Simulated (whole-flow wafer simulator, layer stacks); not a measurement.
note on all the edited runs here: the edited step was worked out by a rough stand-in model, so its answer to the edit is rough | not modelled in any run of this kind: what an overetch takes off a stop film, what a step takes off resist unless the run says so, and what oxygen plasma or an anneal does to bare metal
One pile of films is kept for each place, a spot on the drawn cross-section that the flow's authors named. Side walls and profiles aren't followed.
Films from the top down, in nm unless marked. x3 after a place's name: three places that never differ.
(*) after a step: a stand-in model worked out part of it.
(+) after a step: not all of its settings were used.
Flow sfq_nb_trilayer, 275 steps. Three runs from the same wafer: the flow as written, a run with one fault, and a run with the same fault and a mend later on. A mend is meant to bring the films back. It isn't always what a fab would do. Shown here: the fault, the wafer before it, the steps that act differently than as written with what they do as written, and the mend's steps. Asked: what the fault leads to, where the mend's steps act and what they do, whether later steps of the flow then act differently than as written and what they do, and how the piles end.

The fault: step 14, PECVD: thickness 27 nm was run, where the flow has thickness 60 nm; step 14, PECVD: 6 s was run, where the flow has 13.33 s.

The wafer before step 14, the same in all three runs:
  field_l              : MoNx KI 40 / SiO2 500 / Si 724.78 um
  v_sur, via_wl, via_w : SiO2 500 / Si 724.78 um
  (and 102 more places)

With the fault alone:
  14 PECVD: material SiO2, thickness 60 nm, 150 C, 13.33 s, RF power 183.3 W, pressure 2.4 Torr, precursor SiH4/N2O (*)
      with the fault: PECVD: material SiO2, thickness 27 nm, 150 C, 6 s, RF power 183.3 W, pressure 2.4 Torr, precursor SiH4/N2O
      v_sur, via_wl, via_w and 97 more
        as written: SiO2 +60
        with the fault: SiO2 +27
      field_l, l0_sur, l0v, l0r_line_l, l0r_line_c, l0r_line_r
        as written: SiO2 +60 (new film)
        with the fault: SiO2 +27 (new film)
  Later steps of the flow that act differently than as written (10 more steps differ only slightly, by at most 2% or 0.5 nm, whichever is larger, and aren't shown):
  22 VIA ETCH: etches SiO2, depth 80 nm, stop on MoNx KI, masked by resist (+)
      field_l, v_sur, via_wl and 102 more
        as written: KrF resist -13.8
        with the fault: KrF resist -6.94
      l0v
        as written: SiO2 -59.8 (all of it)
        with the fault: SiO2 -26.8 (all of it)
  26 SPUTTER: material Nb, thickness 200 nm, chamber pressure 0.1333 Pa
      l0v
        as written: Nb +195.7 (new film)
        with the fault: Nb +200 (new film)
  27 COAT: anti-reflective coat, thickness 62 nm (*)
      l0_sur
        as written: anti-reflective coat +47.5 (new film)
        with the fault: anti-reflective coat +51 (new film)
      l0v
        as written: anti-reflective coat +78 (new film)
        with the fault: anti-reflective coat +67.8 (new film)
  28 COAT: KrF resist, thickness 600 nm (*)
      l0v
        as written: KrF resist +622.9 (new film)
        with the fault: KrF resist +603.2 (new film)
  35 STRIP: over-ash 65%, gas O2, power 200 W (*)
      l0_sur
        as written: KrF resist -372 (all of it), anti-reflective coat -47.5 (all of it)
        with the fault: KrF resist -373.9 (all of it), anti-reflective coat -51 (all of it)
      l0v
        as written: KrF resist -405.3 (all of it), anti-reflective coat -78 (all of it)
        with the fault: KrF resist -385.6 (all of it), anti-reflective coat -67.8 (all of it)
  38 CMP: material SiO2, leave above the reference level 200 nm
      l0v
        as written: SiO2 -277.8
        with the fault: SiO2 -315.1
  At the end the piles differ from the flow's by more than 2% or 0.5 nm, whichever is larger, at field_l, v_sur, via_wl and 100 more.
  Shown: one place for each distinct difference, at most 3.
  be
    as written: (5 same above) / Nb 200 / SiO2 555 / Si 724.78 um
    with the fault: (5 same above) / Nb 200 / SiO2 522 / Si 724.78 um
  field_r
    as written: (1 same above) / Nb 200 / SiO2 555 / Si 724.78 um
    with the fault: (1 same above) / Nb 200 / SiO2 522 / Si 724.78 um
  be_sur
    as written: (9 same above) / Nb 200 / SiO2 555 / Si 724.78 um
    with the fault: (9 same above) / Nb 200 / SiO2 522 / Si 724.78 um

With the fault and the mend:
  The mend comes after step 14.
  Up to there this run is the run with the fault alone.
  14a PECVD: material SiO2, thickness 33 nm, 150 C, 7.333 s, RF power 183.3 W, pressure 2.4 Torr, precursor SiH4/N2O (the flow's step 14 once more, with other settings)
      field_l, v_sur, via_wl and 103 more
        SiO2 +33
  No later step of the flow acts differently than as written, at any place that is followed, by more than 2% or 0.5 nm, whichever is larger.
  At the end the piles are the same as the flow's at every place that both follow.
